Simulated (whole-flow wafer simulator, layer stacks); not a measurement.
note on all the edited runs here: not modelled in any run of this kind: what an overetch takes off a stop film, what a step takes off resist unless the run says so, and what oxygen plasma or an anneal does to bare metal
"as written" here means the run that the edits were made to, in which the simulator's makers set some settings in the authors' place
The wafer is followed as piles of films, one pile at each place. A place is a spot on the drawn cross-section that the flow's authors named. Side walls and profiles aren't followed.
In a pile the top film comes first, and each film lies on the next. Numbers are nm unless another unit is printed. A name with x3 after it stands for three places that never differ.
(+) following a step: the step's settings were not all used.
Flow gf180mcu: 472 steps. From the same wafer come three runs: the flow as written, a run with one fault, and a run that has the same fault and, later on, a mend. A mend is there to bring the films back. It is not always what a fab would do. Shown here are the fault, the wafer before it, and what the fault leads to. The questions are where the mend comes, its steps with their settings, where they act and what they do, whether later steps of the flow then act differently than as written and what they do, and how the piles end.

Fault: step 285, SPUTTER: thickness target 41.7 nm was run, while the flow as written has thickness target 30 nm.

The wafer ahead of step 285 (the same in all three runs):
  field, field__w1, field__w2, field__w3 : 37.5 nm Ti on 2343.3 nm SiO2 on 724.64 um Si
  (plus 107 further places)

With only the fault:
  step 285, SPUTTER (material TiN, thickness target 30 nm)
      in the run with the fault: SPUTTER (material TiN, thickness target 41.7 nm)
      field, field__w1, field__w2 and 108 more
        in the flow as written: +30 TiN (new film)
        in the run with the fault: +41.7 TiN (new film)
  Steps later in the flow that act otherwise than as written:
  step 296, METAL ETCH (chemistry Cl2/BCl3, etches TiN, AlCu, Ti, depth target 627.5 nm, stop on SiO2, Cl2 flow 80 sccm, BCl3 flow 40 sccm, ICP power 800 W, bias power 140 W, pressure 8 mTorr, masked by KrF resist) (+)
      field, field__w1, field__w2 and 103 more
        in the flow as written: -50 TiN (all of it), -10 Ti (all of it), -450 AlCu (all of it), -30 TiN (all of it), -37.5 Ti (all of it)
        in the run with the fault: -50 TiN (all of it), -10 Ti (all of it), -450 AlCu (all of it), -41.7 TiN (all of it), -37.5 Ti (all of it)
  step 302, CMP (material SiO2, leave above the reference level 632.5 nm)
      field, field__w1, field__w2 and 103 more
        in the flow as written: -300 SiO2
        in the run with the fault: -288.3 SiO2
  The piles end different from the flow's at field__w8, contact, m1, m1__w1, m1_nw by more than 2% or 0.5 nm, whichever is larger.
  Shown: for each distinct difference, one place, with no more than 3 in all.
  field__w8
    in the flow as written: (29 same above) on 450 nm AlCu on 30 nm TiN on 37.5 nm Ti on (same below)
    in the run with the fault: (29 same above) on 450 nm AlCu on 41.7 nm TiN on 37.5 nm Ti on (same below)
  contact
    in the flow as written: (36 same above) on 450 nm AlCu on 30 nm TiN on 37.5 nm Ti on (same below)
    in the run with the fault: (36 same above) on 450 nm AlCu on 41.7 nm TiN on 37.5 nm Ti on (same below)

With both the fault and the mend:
  After step 285 comes the mend.
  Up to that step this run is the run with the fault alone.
  step 285a, METAL ETCH (chemistry Cl2/BCl3, etches TiN, AlCu, Ti, depth target 11.7 nm, Cl2 flow 80 sccm, BCl3 flow 40 sccm, ICP power 800 W, bias power 140 W, pressure 8 mTorr) (the flow's step 260, run once more with other settings)
      field, field__w1, field__w2 and 108 more
        -11.7 TiN
  Every later step of the flow that is run acts as written at every place that is followed.
  By the end, the piles equal the flow's at every place that both follow.
